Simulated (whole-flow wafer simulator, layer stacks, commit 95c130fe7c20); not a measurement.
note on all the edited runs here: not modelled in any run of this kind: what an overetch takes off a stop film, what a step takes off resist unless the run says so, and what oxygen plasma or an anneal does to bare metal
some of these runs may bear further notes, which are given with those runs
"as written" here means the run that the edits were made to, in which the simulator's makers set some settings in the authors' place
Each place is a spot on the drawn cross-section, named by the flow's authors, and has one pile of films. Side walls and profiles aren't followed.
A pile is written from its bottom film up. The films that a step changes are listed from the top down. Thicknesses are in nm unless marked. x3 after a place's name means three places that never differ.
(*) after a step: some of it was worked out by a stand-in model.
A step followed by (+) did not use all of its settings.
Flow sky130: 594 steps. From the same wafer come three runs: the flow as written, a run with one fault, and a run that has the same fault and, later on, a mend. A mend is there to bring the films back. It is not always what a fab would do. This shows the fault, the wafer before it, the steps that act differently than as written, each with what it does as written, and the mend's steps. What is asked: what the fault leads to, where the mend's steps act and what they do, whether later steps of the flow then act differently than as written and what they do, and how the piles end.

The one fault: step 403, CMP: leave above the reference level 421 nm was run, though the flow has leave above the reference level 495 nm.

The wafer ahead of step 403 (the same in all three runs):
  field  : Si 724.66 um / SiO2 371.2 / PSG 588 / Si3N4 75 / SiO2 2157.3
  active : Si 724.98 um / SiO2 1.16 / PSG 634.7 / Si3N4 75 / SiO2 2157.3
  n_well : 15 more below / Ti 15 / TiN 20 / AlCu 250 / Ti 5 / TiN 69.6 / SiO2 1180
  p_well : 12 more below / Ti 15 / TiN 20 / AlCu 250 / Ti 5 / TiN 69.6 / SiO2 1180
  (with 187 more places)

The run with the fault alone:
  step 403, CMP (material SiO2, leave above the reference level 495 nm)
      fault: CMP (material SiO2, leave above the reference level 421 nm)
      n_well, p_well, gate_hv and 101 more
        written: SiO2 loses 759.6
        fault: SiO2 loses 833.6
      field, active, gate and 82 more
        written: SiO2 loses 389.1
        fault: SiO2 loses 463.1
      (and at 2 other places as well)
  Steps later in the flow that act otherwise than as written:
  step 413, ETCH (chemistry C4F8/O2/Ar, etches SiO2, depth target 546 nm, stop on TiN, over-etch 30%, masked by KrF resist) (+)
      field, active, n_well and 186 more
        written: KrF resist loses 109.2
        fault: KrF resist loses 90
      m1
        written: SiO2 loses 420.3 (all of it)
        fault: SiO2 loses 346.3 (all of it)
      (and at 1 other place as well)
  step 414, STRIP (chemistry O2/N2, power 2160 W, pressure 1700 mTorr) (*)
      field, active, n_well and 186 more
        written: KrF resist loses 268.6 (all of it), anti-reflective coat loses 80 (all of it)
        fault: KrF resist loses 287.8 (all of it), anti-reflective coat loses 80 (all of it)
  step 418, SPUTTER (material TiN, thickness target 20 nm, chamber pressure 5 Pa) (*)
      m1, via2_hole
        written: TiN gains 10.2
        fault: TiN gains 11.2
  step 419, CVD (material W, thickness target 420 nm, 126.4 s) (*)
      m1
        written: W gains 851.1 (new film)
        fault: W gains 776.1 (new film)
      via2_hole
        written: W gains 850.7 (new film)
        fault: W gains 775.7 (new film)
  At n_well, p_well, gate_hv and 115 more, the piles at the end differ from the flow's by more than 2% or 0.5 nm, whichever is larger.
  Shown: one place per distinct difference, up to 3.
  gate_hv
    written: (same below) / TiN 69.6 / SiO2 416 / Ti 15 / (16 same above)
    fault: (same below) / TiN 69.6 / SiO2 342 / Ti 15 / (16 same above)
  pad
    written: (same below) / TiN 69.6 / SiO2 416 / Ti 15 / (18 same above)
    fault: (same below) / TiN 69.6 / SiO2 342 / Ti 15 / (18 same above)
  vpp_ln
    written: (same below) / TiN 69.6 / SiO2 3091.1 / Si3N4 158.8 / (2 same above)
    fault: (same below) / TiN 69.6 / SiO2 3017.1 / Si3N4 158.8 / (2 same above)

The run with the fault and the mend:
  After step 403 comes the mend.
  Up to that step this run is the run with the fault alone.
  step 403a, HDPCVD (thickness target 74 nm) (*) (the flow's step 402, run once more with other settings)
      field, active, n_well and 188 more
        SiO2 gains 74
  Every later step of the flow that is run acts as written, at every place that is followed, to within 2% or 0.5 nm, whichever is larger.
  The piles end the same as the flow's at every place that both follow.
